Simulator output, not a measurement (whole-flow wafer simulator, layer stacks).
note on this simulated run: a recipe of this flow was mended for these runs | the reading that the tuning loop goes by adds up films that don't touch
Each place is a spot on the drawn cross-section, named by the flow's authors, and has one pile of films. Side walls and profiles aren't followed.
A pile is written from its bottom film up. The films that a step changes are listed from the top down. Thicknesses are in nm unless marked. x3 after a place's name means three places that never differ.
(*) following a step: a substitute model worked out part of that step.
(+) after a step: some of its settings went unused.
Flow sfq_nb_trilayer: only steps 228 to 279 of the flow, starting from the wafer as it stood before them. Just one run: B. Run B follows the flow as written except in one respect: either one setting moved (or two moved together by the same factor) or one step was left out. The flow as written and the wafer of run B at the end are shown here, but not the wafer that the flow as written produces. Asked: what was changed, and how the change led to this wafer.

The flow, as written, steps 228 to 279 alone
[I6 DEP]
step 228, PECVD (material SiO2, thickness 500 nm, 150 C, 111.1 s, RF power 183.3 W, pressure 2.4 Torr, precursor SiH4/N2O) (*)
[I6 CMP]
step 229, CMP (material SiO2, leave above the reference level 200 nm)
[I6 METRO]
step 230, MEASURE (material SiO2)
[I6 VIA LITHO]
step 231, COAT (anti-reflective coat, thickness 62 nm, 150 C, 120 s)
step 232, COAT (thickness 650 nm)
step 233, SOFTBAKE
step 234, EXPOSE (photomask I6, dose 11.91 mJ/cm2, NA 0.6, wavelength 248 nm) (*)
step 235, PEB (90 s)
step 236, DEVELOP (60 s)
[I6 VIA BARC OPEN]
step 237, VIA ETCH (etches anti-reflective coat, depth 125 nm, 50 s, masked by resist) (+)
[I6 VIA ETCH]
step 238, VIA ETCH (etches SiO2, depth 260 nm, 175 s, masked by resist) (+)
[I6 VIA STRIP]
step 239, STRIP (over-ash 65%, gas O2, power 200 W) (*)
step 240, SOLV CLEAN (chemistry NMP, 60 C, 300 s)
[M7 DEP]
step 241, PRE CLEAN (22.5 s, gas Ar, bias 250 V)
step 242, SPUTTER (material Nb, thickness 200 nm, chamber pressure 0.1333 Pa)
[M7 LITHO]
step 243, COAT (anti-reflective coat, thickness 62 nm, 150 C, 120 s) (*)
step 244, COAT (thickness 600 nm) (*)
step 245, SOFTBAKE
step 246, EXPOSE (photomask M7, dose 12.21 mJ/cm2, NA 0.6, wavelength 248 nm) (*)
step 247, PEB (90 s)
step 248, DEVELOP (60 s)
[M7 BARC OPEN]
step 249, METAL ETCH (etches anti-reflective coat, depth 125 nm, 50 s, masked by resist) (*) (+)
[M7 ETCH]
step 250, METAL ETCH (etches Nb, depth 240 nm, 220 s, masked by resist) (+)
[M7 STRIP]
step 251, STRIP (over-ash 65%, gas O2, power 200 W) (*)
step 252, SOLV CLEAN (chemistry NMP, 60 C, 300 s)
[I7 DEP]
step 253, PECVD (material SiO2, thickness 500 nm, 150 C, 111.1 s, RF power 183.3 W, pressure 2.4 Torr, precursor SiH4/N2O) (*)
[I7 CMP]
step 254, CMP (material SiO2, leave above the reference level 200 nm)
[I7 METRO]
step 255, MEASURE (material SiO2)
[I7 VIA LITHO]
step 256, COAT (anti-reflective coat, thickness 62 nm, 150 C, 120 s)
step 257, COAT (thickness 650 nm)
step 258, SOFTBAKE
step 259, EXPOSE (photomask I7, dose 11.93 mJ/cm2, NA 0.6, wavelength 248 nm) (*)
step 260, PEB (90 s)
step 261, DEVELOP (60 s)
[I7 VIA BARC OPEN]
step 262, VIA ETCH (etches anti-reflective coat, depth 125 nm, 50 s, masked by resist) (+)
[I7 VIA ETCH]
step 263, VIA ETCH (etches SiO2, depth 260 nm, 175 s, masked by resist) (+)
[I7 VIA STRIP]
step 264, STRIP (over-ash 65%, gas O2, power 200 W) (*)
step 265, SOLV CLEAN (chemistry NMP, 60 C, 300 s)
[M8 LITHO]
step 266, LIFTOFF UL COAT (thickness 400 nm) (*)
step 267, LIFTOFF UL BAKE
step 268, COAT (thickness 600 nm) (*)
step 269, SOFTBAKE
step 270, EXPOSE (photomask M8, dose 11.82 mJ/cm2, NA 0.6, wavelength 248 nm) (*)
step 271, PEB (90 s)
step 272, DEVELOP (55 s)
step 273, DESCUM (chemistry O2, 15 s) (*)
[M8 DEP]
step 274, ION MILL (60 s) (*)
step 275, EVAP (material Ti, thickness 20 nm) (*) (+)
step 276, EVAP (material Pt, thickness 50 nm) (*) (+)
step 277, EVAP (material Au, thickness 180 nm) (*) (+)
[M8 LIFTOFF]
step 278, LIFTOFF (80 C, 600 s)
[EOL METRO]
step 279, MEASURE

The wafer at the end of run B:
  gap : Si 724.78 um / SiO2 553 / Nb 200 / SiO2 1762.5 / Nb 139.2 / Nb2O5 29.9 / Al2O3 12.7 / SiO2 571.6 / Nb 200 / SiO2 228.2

The reason: step 228, PECVD: thickness 410.9 nm was run, while the flow as written has thickness 500 nm; step 228, PECVD: 91.32 s was run, where the flow has 111.1 s.

How this came from the change, step by step:
  step 228, PECVD (material SiO2, thickness 500 nm, 150 C, 111.1 s, RF power 183.3 W, pressure 2.4 Torr, precursor SiH4/N2O) (*)
      field_l, p4_fl, p4_fm and 62 more: SiO2 gains 410.9 (as written it would have been: SiO2 gains 500)
      v_sur, via_wl, via_w and 21 more: SiO2 gains 410.9 (new film) (as written it would have been: SiO2 gains 500 (new film))
      (and at 17 other places as well)
  step 229, CMP (material SiO2, leave above the reference level 200 nm)
      gap: nothing (as written it would have been: SiO2 loses 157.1)
      field_l, p4_fl, p4_fm and 59 more: SiO2 loses 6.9 (as written it would have been: SiO2 loses 96)
      (and at 43 other places as well)
  step 231, COAT (anti-reflective coat, thickness 62 nm, 150 C, 120 s)
      be, c5j: anti-reflective coat gains 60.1 (new film) (as written it would have been: anti-reflective coat gains 62 (new film))
      be_sur, jj_sur: anti-reflective coat gains 56.1 (new film) (as written it would have been: anti-reflective coat gains 62 (new film))
      (and at 2 other places as well)
  step 239, STRIP (over-ash 65%, gas O2, power 200 W) (*)
      be, c5j: KrF-resist-other-grade loses 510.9 (all of it), anti-reflective coat loses 60.1 (all of it) (as written it would have been: KrF-resist-other-grade loses 510.8 (all of it), anti-reflective coat loses 62 (all of it))
      be_sur, jj_sur: KrF-resist-other-grade loses 513.7 (all of it), anti-reflective coat loses 56.1 (all of it) (as written it would have been: KrF-resist-other-grade loses 510.8 (all of it), anti-reflective coat loses 62 (all of it))
      (and at 2 other places as well)
  step 243, COAT (anti-reflective coat, thickness 62 nm, 150 C, 120 s) (*)
      be: anti-reflective coat gains 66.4 (new film) (as written it would have been: anti-reflective coat gains 68.4 (new film))
      be_sur: anti-reflective coat gains 62.1 (new film) (as written it would have been: anti-reflective coat gains 70.3 (new film))
      (and at 4 other places as well)
  step 251, STRIP (over-ash 65%, gas O2, power 200 W) (*)
      be: KrF-resist-other-grade loses 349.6 (all of it), anti-reflective coat loses 66.4 (all of it) (as written it would have been: KrF-resist-other-grade loses 350 (all of it), anti-reflective coat loses 68.4 (all of it))
      be_sur: KrF-resist-other-grade loses 357.9 (all of it), anti-reflective coat loses 62.1 (all of it) (as written it would have been: KrF-resist-other-grade loses 353.8 (all of it), anti-reflective coat loses 70.3 (all of it))
      (and at 4 other places as well)
  step 254, CMP (material SiO2, leave above the reference level 200 nm)
      gap: SiO2 loses 271.8 (as written it would have been: SiO2 loses 300)
